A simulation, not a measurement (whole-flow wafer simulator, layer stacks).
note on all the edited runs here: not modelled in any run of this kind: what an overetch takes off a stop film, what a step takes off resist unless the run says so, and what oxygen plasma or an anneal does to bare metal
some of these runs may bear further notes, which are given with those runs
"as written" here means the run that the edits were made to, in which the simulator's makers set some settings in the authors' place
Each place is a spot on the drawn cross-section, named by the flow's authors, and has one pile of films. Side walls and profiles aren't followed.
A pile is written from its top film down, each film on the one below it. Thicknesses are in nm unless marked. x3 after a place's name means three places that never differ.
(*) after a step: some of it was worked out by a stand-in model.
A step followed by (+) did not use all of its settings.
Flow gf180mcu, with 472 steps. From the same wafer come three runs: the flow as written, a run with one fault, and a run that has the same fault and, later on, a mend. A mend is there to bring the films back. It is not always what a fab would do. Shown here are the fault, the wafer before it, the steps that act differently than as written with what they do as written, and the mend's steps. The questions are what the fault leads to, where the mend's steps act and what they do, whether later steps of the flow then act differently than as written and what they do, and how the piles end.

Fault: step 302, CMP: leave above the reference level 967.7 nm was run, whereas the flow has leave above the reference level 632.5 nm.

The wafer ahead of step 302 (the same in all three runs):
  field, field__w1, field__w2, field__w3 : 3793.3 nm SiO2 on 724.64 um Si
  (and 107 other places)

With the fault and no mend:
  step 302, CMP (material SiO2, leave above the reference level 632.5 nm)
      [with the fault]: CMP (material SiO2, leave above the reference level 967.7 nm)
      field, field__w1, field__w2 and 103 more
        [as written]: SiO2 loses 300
        [with the fault]: nothing
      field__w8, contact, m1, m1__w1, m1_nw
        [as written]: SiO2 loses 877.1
        [with the fault]: SiO2 loses 541.9
  Steps later in the flow that act otherwise than as written (not shown: 7 more steps that differ only slightly, by at most 2% or 0.5 nm, whichever is larger):
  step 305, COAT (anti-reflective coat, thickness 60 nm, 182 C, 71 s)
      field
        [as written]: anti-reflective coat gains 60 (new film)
        [with the fault]: anti-reflective coat gains 74 (new film)
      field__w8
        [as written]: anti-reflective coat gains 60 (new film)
        [with the fault]: anti-reflective coat gains 40 (new film)
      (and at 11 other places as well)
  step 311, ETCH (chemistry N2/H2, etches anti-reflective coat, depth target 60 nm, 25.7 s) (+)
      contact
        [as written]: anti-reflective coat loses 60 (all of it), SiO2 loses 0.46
        [with the fault]: anti-reflective coat loses 40.9 (all of it), SiO2 loses 0.95
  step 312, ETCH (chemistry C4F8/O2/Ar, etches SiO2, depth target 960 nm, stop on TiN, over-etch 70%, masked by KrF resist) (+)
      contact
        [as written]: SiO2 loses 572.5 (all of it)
        [with the fault]: SiO2 loses 907.2 (all of it)
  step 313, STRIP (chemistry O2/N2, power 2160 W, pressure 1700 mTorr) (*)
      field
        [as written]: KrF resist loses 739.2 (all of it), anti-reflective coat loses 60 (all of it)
        [with the fault]: KrF resist loses 732.2 (all of it), anti-reflective coat loses 74 (all of it)
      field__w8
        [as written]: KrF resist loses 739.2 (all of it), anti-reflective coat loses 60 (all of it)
        [with the fault]: KrF resist loses 735.9 (all of it), anti-reflective coat loses 40 (all of it)
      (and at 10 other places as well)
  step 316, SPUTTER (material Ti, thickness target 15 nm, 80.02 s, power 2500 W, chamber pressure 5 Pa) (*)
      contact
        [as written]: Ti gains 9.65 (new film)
        [with the fault]: Ti gains 8.11 (new film)
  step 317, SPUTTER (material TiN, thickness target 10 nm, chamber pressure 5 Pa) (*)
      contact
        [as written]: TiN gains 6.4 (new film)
        [with the fault]: TiN gains 5.38 (new film)
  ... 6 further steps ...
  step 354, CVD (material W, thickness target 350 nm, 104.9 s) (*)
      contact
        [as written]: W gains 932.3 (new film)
        [with the fault]: W gains 966.4 (new film)
  At field, field__w1, field__w2 and 109 more, the piles at the end differ from the flow's by more than 2% or 0.5 nm, whichever is larger.
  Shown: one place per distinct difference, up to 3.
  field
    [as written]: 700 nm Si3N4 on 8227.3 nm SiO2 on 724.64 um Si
    [with the fault]: 700 nm Si3N4 on 8561.1 nm SiO2 on 724.64 um Si
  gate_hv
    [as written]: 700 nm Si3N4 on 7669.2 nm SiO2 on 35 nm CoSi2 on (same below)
    [with the fault]: 700 nm Si3N4 on 8003 nm SiO2 on 35 nm CoSi2 on (same below)
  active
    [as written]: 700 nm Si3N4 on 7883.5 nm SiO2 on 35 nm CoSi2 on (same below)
    [with the fault]: 700 nm Si3N4 on 8217.3 nm SiO2 on 35 nm CoSi2 on (same below)

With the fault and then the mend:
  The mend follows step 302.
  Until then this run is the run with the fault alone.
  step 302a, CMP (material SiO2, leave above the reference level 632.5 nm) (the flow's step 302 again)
      field, field__w1, field__w2 and 103 more
        SiO2 loses 300
      field__w8, contact, m1, m1__w1, m1_nw
        SiO2 loses 335.2
  None of the later steps of the flow acts differently than as written at any place that is followed.
  At every place that both follow, the piles at the end match the flow's.
